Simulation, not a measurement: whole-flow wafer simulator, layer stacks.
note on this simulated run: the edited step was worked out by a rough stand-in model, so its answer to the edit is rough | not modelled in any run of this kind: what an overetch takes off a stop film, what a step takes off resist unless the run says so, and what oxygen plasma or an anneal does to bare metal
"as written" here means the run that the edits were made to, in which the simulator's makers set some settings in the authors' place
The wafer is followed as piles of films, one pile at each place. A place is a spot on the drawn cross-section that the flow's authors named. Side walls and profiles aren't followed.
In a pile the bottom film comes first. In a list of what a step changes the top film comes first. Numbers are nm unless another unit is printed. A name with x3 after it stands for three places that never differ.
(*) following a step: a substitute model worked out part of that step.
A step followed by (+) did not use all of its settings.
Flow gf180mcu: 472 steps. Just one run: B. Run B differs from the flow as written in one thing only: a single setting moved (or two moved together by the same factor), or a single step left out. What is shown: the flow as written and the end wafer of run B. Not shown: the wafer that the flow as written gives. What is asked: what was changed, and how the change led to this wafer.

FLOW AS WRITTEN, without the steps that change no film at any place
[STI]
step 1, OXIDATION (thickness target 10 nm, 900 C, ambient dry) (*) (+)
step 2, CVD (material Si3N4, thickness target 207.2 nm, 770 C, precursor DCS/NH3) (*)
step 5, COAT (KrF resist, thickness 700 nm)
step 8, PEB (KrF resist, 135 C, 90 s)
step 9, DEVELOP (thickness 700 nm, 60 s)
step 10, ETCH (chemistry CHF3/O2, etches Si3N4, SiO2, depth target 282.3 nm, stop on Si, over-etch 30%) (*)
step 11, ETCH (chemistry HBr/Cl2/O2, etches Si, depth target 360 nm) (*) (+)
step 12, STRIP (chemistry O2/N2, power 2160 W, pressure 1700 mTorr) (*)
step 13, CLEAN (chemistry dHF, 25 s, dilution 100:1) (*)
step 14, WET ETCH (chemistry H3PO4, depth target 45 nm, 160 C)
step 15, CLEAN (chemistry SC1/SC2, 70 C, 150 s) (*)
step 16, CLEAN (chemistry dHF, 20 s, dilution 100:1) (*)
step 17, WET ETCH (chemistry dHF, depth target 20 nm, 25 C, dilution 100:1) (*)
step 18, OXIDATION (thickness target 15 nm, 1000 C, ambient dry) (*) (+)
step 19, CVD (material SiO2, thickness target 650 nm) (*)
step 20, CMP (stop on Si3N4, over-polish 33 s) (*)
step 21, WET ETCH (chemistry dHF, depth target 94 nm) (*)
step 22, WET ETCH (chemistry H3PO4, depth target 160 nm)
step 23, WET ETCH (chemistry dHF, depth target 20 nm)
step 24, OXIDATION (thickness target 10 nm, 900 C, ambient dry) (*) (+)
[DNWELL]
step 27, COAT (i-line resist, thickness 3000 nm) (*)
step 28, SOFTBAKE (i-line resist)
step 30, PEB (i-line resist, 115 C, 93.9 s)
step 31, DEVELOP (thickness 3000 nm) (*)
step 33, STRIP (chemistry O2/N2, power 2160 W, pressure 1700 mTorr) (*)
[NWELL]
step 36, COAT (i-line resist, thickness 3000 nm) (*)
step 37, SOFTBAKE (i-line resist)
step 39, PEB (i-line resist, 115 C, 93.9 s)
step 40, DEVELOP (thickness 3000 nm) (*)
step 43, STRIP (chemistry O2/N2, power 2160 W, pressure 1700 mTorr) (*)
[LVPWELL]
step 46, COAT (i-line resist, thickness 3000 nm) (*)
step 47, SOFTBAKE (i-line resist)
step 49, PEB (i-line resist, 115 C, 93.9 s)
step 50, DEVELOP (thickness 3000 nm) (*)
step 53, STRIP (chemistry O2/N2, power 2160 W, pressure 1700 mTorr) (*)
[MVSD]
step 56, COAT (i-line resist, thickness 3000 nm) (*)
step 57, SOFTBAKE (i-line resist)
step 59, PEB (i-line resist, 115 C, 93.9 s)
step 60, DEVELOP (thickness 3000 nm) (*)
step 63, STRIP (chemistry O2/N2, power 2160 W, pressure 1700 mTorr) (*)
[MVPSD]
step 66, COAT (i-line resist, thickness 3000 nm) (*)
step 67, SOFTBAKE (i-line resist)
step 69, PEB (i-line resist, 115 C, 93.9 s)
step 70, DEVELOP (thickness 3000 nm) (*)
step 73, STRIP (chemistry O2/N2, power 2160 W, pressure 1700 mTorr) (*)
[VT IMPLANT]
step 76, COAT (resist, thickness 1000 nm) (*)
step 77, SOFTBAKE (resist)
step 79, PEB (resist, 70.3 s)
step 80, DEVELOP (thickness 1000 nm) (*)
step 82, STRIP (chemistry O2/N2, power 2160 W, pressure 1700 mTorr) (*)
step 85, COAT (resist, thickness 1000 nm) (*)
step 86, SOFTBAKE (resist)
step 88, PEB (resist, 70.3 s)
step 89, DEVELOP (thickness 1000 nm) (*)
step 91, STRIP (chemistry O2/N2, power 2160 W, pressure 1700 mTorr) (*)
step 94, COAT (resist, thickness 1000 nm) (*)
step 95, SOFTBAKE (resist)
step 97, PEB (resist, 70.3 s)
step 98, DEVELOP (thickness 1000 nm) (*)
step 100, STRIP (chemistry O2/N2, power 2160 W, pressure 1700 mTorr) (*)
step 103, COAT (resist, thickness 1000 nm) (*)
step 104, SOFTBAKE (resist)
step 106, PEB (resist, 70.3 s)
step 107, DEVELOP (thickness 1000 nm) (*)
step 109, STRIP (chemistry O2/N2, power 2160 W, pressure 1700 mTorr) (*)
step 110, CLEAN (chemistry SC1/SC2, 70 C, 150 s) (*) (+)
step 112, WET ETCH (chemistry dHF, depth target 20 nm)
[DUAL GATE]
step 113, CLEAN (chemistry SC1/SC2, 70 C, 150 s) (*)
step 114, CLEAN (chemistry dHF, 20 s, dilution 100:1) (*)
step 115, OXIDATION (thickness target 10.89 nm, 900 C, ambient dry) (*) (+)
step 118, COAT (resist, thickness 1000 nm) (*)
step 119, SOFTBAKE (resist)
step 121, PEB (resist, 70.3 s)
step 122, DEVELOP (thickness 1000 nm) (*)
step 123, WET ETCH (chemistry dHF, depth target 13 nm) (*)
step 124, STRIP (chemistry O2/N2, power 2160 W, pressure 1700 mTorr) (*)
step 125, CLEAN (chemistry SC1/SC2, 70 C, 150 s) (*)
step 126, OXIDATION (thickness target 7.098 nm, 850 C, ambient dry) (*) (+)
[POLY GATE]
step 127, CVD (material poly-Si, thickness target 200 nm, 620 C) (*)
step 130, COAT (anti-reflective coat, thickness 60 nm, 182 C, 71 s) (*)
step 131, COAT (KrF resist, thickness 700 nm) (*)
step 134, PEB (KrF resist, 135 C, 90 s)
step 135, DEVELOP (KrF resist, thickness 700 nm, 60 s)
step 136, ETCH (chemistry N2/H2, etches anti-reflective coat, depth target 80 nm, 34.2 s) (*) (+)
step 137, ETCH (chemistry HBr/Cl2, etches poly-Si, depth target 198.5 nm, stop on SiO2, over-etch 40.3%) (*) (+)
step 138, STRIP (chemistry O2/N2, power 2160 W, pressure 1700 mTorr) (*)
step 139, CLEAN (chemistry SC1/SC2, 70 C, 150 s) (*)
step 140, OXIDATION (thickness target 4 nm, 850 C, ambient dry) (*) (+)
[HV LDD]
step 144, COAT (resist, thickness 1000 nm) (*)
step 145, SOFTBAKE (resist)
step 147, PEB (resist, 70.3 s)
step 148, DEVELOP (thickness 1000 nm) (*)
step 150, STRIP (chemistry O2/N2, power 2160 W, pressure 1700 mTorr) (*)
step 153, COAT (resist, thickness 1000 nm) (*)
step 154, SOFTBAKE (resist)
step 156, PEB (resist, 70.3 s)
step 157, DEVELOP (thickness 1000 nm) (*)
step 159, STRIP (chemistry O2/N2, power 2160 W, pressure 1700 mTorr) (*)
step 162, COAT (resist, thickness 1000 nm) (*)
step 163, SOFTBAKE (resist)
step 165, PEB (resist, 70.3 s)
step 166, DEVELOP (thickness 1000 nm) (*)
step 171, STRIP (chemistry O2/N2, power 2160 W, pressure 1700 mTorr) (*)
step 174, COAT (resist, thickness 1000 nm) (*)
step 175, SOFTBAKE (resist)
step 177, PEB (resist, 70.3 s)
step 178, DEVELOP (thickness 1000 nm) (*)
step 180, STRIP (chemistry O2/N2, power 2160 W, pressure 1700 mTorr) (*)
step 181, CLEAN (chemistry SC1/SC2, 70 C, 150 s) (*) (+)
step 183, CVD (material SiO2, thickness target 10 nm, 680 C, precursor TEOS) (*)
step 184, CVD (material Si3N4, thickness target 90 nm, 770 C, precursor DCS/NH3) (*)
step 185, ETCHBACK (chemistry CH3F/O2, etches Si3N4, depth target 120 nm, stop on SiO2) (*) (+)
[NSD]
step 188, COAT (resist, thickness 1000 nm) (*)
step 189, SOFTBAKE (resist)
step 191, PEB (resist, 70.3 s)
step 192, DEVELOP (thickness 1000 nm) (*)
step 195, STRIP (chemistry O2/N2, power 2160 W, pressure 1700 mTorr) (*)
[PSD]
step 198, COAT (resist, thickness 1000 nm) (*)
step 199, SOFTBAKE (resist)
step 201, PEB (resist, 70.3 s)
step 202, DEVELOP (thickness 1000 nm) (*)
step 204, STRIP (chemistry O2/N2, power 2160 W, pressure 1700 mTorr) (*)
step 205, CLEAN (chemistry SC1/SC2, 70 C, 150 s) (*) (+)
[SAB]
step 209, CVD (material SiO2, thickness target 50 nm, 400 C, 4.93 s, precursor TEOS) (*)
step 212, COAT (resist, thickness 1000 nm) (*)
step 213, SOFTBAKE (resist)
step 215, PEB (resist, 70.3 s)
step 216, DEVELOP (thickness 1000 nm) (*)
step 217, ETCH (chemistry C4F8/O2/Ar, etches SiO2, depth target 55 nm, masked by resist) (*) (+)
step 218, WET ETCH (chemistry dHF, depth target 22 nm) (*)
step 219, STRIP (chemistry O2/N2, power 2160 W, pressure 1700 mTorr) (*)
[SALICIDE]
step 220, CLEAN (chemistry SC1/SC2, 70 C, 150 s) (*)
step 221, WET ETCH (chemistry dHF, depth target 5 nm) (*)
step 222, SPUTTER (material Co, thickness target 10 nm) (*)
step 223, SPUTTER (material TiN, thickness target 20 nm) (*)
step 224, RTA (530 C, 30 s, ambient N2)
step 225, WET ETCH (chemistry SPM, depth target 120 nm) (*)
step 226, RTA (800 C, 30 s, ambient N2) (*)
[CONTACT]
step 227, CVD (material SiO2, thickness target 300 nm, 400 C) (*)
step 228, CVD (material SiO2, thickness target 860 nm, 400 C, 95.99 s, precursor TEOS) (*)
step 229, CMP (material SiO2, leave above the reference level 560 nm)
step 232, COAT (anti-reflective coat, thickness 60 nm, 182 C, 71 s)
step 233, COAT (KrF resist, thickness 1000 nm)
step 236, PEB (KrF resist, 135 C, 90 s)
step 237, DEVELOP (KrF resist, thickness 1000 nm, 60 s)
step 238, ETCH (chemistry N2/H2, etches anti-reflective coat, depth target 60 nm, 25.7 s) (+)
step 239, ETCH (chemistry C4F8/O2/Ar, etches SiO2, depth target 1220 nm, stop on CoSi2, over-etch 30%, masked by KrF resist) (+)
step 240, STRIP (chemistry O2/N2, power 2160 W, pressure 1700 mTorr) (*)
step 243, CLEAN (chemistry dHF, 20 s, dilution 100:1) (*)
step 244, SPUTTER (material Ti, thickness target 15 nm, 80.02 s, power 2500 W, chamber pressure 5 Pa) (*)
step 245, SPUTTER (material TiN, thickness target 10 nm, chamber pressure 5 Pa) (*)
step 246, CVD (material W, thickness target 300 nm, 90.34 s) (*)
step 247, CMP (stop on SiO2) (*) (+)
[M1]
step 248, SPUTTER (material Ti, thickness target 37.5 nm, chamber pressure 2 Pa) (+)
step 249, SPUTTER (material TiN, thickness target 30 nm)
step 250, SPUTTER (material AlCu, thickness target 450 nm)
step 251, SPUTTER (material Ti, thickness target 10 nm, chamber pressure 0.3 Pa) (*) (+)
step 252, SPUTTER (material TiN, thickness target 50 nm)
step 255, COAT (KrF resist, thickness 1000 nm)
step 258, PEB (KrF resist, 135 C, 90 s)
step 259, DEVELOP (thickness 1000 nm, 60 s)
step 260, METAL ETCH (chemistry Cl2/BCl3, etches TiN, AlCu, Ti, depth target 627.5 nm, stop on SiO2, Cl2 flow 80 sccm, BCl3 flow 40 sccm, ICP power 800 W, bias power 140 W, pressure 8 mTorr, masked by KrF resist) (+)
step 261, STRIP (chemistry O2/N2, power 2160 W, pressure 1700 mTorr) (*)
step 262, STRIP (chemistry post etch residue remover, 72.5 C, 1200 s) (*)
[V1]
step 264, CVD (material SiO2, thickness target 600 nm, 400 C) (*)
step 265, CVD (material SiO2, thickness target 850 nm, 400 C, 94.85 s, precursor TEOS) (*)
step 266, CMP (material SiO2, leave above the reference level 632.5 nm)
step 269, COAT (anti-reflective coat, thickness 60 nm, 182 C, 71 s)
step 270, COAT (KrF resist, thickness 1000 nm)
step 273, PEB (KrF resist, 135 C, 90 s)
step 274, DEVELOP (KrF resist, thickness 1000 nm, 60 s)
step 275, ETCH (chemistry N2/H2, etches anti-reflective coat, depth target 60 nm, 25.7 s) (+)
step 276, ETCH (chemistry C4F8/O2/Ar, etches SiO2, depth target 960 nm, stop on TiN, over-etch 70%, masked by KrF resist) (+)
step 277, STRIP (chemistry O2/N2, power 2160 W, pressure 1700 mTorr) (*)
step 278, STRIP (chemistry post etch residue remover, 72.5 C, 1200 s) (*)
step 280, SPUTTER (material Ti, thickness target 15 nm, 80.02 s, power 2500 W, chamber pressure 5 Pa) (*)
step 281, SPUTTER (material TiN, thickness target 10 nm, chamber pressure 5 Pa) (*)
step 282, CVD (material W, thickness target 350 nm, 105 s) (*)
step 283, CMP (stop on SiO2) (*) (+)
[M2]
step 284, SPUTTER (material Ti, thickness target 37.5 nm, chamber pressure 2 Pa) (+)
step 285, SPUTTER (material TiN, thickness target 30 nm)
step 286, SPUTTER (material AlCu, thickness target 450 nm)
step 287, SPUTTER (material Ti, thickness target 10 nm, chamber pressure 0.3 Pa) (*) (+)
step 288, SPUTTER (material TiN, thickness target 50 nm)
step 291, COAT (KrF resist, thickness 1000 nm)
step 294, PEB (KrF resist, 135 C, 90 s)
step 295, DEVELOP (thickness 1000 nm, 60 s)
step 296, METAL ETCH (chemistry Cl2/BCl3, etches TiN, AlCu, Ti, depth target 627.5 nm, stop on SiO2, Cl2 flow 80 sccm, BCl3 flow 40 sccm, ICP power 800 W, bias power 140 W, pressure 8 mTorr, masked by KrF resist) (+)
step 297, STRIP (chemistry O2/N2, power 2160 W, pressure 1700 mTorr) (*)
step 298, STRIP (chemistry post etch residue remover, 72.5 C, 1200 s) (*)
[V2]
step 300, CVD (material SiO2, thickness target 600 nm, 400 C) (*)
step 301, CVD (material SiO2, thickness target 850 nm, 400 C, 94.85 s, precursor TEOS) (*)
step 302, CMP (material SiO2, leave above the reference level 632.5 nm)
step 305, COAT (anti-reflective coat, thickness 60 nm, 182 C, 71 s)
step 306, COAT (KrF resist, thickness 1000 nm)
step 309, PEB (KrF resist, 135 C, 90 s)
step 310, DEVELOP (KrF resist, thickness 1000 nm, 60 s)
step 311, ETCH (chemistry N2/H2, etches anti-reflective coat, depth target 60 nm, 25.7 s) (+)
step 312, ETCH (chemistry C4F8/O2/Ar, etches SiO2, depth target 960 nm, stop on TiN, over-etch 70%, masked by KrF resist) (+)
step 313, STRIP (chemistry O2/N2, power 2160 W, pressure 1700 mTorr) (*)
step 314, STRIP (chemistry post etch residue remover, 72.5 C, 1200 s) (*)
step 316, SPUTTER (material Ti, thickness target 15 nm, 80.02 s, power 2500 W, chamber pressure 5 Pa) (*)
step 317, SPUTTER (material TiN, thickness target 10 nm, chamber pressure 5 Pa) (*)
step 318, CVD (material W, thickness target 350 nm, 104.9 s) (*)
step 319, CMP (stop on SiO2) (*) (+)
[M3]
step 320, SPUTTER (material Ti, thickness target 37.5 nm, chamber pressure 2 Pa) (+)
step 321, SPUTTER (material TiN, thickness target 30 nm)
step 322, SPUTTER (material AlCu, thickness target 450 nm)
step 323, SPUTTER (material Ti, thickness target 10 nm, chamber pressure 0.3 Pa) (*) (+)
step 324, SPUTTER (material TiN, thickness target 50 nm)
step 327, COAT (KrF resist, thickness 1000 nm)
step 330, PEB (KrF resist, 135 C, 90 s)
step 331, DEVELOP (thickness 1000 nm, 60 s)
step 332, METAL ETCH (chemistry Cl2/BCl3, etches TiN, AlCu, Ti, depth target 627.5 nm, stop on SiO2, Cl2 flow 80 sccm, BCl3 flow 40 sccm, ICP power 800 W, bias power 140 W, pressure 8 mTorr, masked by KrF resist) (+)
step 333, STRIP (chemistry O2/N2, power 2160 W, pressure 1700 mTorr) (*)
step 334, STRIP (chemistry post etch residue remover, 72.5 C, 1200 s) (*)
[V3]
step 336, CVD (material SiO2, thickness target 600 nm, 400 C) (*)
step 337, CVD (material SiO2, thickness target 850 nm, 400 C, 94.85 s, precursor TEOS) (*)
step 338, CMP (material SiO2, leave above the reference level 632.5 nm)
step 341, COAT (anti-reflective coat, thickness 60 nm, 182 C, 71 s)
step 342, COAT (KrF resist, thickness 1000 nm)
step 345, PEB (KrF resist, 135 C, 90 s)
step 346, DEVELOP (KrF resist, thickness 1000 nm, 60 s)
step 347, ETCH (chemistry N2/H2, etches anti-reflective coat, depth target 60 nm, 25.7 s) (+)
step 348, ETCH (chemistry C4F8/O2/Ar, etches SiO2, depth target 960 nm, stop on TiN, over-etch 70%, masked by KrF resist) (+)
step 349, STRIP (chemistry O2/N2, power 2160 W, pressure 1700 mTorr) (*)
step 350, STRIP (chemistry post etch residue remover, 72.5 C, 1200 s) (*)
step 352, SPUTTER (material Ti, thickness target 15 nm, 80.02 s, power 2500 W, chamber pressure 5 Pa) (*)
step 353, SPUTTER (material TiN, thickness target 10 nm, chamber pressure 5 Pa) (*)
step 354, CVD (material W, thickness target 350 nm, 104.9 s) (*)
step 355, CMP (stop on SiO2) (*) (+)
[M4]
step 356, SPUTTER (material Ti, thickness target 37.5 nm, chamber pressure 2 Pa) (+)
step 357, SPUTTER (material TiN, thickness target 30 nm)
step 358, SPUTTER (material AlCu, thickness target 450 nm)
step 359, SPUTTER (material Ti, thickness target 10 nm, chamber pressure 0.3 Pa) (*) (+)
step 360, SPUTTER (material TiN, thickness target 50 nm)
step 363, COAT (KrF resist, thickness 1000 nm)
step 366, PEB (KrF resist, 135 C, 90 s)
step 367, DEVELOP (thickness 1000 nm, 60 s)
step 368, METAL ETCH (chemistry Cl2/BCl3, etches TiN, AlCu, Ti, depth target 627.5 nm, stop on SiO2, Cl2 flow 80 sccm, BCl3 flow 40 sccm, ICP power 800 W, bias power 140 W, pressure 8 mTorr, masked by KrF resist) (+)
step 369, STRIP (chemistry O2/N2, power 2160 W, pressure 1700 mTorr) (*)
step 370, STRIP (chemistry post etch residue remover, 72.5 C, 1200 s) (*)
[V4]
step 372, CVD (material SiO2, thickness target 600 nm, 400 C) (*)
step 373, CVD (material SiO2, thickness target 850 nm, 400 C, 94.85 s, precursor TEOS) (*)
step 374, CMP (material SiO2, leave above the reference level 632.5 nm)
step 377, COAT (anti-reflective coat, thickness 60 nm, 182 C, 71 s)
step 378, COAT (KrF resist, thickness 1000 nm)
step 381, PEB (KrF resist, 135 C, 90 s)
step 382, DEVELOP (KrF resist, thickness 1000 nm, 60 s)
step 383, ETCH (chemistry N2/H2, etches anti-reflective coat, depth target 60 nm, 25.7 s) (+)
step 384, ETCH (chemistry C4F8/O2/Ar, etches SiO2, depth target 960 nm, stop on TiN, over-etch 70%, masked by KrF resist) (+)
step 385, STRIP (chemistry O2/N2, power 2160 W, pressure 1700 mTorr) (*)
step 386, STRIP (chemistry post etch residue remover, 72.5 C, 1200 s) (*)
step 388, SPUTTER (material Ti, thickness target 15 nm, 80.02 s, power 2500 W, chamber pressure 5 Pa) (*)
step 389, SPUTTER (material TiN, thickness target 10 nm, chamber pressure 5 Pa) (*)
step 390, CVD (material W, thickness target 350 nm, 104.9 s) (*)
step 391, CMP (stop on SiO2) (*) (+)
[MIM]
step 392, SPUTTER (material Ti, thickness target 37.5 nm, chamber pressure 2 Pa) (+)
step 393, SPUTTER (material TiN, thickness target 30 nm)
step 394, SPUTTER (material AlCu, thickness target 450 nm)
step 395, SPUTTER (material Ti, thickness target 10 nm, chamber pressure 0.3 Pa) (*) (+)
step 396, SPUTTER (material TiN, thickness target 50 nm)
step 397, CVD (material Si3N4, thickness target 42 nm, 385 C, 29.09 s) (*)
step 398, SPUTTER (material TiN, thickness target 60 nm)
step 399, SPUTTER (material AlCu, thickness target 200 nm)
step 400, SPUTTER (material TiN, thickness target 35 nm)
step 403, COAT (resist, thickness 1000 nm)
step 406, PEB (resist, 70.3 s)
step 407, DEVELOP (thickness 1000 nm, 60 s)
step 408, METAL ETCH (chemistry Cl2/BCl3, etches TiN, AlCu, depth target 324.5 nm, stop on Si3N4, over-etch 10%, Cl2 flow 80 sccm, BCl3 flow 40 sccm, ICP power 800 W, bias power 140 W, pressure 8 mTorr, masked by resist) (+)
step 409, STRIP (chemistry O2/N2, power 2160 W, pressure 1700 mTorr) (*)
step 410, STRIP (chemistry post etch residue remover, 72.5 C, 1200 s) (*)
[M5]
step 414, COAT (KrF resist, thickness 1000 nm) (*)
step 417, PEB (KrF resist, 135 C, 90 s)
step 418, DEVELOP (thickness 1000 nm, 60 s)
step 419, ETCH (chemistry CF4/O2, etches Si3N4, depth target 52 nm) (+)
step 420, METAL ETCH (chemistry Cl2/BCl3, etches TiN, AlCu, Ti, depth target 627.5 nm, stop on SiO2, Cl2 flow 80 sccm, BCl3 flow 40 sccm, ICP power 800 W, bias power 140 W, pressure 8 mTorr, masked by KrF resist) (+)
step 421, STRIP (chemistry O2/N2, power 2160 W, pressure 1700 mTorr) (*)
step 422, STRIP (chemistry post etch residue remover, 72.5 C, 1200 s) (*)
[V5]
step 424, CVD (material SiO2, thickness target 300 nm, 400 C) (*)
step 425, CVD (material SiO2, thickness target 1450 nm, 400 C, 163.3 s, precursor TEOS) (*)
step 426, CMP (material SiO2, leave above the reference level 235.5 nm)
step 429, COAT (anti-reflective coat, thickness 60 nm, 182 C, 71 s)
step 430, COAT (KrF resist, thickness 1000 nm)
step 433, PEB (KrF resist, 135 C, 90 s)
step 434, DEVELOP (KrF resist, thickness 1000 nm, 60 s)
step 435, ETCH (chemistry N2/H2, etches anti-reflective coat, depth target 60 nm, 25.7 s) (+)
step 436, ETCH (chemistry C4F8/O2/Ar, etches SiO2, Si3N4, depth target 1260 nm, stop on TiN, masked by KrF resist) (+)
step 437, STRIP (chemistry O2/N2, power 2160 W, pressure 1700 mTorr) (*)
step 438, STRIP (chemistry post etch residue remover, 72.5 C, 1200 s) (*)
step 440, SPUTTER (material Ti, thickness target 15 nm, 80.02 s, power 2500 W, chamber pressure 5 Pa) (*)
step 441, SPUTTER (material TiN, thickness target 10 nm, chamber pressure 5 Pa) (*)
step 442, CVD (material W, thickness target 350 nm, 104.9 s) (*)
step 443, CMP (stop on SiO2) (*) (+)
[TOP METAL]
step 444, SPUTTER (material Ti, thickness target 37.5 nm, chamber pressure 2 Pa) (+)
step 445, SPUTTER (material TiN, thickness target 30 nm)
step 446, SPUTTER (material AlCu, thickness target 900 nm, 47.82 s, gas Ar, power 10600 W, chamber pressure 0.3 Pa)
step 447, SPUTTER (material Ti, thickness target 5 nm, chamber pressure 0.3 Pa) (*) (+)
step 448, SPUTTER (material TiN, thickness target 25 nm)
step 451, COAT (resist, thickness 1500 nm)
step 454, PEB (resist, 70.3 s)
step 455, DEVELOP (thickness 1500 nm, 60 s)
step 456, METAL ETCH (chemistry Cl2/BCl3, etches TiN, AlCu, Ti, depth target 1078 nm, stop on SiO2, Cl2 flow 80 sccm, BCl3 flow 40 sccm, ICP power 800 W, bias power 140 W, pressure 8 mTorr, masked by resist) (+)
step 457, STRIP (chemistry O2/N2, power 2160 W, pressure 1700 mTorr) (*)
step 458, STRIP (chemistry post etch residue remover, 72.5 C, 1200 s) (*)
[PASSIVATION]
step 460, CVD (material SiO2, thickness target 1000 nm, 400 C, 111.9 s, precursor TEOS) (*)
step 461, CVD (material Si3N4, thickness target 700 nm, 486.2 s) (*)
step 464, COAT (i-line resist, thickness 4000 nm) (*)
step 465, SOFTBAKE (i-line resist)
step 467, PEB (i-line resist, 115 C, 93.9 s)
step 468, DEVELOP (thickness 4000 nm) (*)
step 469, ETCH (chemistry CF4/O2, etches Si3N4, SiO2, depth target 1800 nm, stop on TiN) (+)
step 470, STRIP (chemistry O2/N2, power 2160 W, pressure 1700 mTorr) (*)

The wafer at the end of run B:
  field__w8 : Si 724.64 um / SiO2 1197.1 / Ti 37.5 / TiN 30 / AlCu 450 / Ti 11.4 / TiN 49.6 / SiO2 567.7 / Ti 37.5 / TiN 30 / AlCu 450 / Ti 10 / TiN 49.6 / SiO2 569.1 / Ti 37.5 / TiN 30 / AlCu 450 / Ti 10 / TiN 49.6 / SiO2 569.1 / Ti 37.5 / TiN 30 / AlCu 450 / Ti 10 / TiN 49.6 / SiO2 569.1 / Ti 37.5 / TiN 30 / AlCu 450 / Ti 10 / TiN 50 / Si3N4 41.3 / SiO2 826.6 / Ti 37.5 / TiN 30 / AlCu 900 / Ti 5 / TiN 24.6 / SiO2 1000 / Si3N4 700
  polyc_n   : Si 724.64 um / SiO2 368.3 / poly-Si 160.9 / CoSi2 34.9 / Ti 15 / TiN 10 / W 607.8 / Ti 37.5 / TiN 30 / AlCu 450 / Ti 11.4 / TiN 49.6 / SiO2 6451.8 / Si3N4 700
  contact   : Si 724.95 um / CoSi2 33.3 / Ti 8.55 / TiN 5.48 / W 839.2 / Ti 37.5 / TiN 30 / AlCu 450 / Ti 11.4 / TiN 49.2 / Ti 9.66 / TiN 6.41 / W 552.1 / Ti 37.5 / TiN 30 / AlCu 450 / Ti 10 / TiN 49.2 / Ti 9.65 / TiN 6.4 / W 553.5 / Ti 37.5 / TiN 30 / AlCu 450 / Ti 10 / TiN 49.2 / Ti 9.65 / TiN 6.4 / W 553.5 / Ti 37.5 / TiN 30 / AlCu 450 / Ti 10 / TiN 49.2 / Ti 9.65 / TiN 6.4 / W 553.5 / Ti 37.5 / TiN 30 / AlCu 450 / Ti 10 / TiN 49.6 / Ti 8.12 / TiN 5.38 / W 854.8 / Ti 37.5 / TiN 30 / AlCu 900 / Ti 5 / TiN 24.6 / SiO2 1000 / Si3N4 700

The reason: step 251, SPUTTER: thickness target 11.4 nm was run, while the flow as written has thickness target 10 nm.
The wafer lets one read it off: field__w8 has Ti 11.4, and step 251 as written asks for 10 nm.

How this came from the change, step by step:
  step 251, SPUTTER (material Ti, thickness target 10 nm, chamber pressure 0.3 Pa) (*) (+)
      field, field__w1, field__w2 and 108 more: +11.4 Ti (new film) (it would be, as written: +10 Ti (new film))
  step 260, METAL ETCH (chemistry Cl2/BCl3, etches TiN, AlCu, Ti, depth target 627.5 nm, stop on SiO2, Cl2 flow 80 sccm, BCl3 flow 40 sccm, ICP power 800 W, bias power 140 W, pressure 8 mTorr, masked by KrF resist) (+)
      field, field__w1, field__w2 and 99 more: -50 TiN (all of it), -11.4 Ti (all of it), -450 AlCu (all of it), -30 TiN (all of it), -37.5 Ti (all of it) (it would be, as written: -50 TiN (all of it), -10 Ti (all of it), -450 AlCu (all of it), -30 TiN (all of it), -37.5 Ti (all of it))
